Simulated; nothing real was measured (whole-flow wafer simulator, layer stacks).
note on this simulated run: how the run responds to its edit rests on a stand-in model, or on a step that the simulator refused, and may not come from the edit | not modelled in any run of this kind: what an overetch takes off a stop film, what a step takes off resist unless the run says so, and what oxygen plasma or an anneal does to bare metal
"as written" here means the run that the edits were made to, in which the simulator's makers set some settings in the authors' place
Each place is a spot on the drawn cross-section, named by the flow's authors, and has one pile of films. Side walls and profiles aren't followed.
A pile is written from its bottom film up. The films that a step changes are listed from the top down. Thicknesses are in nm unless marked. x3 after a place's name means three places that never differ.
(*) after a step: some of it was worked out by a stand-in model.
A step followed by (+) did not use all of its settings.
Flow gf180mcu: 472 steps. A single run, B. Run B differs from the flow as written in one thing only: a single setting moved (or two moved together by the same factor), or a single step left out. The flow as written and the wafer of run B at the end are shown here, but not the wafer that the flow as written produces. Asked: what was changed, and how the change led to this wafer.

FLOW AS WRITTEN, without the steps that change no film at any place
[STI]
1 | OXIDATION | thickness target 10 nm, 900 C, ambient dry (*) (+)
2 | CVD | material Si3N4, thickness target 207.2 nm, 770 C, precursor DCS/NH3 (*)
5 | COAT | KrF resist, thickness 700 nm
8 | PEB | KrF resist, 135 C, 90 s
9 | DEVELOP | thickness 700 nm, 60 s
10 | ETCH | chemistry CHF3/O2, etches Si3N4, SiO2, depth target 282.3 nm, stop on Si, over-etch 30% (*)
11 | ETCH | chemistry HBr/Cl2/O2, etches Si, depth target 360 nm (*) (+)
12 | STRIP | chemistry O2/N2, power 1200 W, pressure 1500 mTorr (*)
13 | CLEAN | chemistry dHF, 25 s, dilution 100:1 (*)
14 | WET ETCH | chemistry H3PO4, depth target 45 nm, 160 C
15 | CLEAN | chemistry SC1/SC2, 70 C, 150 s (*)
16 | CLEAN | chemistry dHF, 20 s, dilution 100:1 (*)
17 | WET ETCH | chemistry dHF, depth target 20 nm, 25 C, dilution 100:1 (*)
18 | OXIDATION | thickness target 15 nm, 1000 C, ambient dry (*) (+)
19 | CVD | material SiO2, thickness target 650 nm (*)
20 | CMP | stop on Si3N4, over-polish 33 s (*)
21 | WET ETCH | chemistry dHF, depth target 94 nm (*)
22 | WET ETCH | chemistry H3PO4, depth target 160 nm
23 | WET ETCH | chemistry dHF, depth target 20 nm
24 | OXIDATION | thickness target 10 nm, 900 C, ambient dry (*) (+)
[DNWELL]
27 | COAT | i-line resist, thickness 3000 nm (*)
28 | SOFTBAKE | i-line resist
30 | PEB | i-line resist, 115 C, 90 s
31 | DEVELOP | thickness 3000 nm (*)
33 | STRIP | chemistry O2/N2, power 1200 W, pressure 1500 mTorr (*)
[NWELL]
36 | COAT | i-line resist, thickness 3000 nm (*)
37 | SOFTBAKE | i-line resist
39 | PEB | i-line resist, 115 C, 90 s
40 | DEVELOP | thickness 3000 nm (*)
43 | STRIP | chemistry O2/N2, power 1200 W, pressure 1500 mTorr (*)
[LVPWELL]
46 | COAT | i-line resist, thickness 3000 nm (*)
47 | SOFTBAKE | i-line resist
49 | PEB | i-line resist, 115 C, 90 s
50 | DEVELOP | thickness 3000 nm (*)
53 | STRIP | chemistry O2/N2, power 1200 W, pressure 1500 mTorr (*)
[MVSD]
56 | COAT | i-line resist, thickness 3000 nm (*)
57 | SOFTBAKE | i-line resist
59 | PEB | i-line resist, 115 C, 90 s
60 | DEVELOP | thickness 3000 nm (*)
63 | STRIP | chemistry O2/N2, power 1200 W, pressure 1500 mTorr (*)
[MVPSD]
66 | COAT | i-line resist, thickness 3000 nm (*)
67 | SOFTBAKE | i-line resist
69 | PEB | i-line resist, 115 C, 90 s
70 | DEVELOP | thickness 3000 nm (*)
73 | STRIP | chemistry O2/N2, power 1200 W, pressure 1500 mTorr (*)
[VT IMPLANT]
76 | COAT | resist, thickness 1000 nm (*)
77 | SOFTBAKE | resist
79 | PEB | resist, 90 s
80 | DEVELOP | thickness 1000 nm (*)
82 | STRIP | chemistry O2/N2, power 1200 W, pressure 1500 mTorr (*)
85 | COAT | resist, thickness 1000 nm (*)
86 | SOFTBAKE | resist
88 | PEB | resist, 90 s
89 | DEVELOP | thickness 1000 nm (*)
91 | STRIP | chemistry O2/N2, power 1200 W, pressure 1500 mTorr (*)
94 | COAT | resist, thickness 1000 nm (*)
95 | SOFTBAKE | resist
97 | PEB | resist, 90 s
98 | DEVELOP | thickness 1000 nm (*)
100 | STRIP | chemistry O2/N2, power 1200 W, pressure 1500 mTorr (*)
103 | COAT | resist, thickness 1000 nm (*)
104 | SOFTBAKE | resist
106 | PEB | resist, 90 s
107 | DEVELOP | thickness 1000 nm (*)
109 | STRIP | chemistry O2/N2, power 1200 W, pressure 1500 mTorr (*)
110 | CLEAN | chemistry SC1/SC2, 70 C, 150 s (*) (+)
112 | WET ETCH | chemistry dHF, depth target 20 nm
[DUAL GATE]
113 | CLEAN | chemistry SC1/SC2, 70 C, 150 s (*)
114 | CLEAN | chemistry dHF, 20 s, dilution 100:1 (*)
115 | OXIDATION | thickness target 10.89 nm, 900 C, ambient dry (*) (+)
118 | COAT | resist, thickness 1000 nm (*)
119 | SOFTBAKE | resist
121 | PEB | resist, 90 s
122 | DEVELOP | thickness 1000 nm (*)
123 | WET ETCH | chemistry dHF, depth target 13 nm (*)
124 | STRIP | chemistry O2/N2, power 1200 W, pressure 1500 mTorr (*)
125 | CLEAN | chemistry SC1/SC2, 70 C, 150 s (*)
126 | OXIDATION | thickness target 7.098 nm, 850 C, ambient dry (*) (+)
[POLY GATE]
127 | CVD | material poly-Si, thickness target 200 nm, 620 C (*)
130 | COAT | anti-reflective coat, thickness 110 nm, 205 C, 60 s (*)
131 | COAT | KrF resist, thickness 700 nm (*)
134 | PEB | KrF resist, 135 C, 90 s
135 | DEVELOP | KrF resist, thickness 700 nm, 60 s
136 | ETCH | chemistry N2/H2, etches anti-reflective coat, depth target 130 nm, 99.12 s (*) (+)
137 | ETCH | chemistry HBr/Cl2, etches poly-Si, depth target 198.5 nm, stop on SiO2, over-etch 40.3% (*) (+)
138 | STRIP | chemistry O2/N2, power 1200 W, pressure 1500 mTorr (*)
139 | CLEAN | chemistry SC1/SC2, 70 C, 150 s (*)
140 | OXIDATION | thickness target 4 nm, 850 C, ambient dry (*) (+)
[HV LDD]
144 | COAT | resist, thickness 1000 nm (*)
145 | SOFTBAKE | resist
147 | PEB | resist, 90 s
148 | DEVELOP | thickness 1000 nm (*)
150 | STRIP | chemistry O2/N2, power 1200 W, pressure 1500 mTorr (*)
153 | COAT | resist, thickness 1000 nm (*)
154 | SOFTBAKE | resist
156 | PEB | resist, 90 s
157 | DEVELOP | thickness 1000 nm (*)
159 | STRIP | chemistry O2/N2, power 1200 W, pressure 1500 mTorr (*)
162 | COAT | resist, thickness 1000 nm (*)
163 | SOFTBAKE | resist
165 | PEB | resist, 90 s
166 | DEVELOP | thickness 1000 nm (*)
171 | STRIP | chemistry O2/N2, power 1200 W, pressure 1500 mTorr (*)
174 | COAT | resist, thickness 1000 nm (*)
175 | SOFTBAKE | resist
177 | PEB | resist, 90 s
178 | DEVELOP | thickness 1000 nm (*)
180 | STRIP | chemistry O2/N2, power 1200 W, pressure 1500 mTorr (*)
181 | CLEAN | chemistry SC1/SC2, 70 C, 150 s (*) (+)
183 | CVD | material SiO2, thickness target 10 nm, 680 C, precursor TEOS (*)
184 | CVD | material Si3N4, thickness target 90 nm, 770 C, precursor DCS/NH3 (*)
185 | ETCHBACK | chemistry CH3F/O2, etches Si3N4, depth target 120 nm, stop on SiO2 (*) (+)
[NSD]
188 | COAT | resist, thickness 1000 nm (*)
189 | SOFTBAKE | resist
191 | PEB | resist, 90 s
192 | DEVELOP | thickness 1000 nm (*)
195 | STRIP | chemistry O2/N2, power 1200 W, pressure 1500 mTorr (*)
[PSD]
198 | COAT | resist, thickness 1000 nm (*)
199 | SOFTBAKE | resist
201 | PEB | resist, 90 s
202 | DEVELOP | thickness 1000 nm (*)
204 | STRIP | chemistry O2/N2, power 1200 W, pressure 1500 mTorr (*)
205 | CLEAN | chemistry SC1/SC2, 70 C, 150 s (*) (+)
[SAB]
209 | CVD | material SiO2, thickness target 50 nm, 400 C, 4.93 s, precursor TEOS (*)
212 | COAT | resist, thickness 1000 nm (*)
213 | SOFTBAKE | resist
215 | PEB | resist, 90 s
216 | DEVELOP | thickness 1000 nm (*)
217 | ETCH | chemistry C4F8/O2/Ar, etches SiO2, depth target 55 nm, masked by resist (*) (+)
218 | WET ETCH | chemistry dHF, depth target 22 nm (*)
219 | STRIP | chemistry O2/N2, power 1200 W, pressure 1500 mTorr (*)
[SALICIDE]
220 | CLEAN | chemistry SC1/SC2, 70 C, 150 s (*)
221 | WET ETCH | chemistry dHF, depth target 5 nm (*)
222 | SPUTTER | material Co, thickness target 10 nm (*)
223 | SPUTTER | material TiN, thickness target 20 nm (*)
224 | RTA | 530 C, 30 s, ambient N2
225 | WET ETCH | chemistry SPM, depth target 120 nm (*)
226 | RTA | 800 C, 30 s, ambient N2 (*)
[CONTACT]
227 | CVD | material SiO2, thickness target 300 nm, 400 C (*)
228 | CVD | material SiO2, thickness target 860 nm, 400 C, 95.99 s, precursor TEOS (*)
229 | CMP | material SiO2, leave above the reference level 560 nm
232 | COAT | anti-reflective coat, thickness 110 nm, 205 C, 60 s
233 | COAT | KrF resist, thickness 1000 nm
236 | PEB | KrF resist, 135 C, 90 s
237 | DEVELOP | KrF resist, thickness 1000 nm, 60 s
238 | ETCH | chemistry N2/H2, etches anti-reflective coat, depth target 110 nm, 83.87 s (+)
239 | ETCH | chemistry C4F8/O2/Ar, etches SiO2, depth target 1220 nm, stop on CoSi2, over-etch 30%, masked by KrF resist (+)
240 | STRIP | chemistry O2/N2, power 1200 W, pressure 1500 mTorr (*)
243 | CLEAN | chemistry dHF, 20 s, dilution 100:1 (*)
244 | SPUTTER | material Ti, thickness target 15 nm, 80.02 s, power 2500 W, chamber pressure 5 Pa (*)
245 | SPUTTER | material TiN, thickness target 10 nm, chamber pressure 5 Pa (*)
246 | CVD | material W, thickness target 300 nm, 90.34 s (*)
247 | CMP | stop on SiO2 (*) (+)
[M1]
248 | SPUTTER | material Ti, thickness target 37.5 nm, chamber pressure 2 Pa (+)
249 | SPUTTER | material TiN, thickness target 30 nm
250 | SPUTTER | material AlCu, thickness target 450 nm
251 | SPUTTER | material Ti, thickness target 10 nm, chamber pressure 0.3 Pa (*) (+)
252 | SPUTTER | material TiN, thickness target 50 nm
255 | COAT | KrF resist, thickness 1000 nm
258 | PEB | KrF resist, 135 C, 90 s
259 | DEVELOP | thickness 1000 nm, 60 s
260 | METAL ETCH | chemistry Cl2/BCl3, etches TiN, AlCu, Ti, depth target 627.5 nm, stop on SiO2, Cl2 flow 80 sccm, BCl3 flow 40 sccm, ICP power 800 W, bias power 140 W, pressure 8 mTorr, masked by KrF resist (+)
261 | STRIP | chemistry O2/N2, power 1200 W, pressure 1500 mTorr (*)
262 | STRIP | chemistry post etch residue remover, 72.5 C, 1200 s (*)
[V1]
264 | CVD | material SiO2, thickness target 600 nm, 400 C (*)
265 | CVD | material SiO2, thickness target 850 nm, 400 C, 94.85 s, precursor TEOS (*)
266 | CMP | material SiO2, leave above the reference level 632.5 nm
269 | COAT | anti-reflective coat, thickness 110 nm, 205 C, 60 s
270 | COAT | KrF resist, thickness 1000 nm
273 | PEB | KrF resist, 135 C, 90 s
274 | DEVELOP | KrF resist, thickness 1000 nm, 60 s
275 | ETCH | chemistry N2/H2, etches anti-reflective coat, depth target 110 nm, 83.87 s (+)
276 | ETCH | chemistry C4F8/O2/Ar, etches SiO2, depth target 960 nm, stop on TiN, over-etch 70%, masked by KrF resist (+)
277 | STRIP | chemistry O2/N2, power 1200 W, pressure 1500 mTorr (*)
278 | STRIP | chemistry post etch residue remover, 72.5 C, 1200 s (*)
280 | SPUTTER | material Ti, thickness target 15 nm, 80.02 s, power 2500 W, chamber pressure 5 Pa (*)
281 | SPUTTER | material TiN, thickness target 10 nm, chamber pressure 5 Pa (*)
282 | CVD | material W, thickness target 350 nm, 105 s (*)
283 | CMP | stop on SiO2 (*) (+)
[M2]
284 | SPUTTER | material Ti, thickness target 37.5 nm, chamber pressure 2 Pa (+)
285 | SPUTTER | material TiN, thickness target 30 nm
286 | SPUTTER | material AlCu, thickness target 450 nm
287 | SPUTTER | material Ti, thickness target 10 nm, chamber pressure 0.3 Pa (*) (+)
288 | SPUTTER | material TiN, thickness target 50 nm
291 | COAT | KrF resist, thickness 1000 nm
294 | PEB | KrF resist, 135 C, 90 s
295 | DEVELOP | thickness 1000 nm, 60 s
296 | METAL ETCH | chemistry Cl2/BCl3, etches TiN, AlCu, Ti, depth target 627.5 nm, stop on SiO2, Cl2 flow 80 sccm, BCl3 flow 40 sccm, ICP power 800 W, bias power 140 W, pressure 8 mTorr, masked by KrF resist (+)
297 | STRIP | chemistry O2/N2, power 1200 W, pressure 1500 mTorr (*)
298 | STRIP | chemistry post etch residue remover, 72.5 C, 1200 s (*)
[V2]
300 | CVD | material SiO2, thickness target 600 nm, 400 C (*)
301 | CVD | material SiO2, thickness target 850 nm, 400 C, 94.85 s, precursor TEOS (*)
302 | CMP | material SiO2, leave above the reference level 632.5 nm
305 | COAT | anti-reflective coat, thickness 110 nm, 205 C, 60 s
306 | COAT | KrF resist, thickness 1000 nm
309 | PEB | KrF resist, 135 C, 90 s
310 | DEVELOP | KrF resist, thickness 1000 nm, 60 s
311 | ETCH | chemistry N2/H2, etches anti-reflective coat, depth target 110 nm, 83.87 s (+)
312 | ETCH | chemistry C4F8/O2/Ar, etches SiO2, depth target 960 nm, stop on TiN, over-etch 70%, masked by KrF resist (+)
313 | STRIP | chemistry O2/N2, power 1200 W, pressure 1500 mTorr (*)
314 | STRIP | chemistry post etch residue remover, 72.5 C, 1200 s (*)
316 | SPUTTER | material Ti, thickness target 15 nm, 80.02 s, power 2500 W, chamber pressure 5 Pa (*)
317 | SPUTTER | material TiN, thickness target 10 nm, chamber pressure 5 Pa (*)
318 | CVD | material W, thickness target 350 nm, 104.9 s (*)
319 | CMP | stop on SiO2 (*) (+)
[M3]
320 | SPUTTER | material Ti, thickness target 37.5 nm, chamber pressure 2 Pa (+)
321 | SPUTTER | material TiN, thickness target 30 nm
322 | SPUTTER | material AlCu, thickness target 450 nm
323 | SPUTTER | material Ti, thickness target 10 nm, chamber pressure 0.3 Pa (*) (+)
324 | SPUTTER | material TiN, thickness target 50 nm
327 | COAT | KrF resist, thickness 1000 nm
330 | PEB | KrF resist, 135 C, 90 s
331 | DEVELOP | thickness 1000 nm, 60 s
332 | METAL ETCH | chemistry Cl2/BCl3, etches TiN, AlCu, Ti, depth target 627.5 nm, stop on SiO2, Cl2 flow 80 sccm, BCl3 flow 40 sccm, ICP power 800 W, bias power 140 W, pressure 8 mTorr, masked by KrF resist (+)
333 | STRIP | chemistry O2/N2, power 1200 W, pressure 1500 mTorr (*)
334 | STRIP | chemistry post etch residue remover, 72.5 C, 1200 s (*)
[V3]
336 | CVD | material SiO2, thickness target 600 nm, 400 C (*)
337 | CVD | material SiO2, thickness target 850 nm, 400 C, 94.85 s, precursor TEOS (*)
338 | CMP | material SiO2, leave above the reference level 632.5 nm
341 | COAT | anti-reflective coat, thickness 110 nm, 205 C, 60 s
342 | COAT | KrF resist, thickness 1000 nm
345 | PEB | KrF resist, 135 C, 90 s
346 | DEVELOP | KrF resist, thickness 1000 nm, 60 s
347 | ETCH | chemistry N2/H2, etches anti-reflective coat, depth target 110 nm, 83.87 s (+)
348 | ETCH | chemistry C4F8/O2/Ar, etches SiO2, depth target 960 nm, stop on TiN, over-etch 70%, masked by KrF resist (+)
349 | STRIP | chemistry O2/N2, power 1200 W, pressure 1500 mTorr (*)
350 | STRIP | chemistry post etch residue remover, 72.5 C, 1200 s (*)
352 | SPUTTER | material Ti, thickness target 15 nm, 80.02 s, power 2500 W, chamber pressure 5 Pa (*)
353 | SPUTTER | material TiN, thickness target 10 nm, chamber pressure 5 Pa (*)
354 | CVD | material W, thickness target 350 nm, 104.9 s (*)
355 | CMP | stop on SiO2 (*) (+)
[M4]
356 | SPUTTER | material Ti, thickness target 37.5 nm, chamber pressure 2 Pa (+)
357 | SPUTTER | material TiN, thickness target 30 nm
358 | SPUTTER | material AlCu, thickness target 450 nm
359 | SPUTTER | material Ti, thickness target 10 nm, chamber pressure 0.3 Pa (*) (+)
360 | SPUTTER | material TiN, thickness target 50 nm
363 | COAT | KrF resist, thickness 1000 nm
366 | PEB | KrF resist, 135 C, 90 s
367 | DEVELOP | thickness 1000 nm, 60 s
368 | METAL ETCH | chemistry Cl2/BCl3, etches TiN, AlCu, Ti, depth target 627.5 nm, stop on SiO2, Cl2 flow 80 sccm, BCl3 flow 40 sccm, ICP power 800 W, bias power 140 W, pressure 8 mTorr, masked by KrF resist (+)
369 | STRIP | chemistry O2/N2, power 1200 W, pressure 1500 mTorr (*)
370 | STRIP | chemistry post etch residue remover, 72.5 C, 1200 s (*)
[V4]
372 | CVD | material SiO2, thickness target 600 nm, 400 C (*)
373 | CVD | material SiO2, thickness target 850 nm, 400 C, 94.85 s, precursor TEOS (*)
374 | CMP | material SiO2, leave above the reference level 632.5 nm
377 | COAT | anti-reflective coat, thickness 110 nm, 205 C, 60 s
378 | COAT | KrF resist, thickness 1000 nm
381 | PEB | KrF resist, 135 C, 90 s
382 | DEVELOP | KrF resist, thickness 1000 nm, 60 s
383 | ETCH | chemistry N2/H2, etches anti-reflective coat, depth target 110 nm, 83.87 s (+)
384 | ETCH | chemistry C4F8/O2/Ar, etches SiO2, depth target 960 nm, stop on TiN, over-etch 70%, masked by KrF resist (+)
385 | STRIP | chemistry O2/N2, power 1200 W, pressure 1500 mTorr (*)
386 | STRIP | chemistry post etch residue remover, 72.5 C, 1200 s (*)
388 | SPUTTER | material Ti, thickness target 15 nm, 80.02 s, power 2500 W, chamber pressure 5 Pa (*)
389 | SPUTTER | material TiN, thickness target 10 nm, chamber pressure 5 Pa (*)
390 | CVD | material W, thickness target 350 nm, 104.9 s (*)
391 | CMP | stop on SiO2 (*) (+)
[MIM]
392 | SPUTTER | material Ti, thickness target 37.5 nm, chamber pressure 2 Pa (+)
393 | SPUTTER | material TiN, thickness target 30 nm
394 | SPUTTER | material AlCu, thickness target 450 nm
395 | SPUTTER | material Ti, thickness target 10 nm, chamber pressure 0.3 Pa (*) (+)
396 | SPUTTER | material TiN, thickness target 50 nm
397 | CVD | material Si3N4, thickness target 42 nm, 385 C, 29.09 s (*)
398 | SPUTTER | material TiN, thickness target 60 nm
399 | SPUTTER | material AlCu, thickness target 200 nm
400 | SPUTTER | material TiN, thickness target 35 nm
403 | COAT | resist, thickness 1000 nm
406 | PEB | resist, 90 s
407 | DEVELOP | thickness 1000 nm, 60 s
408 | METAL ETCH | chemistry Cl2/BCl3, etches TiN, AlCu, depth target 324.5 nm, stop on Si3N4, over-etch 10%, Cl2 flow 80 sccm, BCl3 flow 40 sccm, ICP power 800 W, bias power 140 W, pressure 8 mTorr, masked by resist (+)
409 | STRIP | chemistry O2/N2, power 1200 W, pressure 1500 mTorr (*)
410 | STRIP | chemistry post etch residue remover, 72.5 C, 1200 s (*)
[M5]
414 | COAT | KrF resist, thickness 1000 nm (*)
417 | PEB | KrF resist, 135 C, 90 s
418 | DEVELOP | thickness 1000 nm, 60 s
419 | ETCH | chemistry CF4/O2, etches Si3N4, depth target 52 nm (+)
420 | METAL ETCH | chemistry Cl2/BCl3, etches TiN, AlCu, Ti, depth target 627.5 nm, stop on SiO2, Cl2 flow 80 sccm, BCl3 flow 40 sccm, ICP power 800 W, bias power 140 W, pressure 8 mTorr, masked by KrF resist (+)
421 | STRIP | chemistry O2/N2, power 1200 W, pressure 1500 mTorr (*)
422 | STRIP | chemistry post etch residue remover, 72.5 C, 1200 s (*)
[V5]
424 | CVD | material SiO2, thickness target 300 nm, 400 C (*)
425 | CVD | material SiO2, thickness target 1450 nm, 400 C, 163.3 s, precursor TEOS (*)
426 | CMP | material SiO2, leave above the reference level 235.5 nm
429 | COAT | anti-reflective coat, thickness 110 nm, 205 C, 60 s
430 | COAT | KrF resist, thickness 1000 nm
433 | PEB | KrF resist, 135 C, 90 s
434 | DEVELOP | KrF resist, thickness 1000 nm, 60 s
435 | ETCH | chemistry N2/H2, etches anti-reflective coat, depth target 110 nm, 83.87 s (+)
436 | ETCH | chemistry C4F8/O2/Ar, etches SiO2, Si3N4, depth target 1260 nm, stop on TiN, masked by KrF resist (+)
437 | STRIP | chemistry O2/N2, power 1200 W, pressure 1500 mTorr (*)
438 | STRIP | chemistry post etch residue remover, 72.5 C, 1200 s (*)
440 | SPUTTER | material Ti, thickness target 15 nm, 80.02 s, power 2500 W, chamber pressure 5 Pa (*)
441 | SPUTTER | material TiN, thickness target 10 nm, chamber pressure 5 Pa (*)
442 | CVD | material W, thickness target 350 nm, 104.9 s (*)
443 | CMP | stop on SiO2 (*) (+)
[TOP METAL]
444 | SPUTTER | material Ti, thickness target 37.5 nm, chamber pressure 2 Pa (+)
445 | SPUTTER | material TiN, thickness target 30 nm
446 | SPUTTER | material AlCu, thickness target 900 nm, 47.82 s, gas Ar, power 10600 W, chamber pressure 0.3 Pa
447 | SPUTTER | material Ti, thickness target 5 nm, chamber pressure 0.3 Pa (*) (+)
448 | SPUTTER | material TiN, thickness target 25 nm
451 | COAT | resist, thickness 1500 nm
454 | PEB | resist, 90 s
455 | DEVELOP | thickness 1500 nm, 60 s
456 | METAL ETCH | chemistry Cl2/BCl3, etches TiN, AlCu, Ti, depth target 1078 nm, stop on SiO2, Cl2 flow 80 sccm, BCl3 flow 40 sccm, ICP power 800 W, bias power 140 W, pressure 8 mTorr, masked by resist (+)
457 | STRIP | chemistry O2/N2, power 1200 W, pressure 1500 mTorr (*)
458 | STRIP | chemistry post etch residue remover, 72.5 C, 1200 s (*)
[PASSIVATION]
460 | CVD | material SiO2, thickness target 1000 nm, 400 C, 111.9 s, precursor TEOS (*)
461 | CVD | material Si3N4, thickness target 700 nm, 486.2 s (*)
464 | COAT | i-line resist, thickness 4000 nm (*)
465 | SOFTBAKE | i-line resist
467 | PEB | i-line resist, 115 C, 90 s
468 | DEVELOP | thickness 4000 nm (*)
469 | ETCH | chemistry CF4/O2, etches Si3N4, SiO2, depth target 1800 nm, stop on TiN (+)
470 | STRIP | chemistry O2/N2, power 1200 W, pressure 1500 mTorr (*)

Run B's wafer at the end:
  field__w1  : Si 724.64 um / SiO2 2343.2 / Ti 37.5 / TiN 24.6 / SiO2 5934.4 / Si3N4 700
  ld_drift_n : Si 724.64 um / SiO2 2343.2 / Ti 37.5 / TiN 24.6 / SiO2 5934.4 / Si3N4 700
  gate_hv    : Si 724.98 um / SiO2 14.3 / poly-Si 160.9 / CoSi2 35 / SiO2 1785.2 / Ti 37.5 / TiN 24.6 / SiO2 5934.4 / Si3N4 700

The reason: step 286, SPUTTER: thickness target 562.5 nm was run, whereas the flow has thickness target 450 nm.

Step by step, how the change led to this:
  286 | SPUTTER | material AlCu, thickness target 450 nm
      field, field__w1, field__w2 and 108 more: AlCu gains 562.5 (new film) (it would be, as written: AlCu gains 450 (new film))
  296 | METAL ETCH | chemistry Cl2/BCl3, etches TiN, AlCu, Ti, depth target 627.5 nm, stop on SiO2, Cl2 flow 80 sccm, BCl3 flow 40 sccm, ICP power 800 W, bias power 140 W, pressure 8 mTorr, masked by KrF resist (+)
      field, field__w1, field__w2 and 103 more: TiN loses 50 (all of it), Ti loses 10 (all of it), AlCu loses 562.5 (all of it), TiN loses 5 (it would be, as written: TiN loses 50 (all of it), Ti loses 10 (all of it), AlCu loses 450 (all of it), TiN loses 30 (all of it), Ti loses 37.5 (all of it))
  300 | CVD | material SiO2, thickness target 600 nm, 400 C (*)
      field, field__w1, field__w2 and 103 more: SiO2 gains 600 (new film) (it would be, as written: SiO2 gains 600)
  302 | CMP | material SiO2, leave above the reference level 632.5 nm
      field, field__w1, field__w2 and 103 more: SiO2 loses 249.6 (it would be, as written: SiO2 loses 300)
If metal films that touch count as one body, field__w1 has 1 body; the flow as written gives 0 bodies.
If metal films that touch count as one body, ld_drift_n has 1 body; the flow as written gives 0 bodies.
If metal films that touch count as one body, gate_hv has 2 bodies (between them, from the top down: SiO2 1785.2); the flow as written gives 1 body.
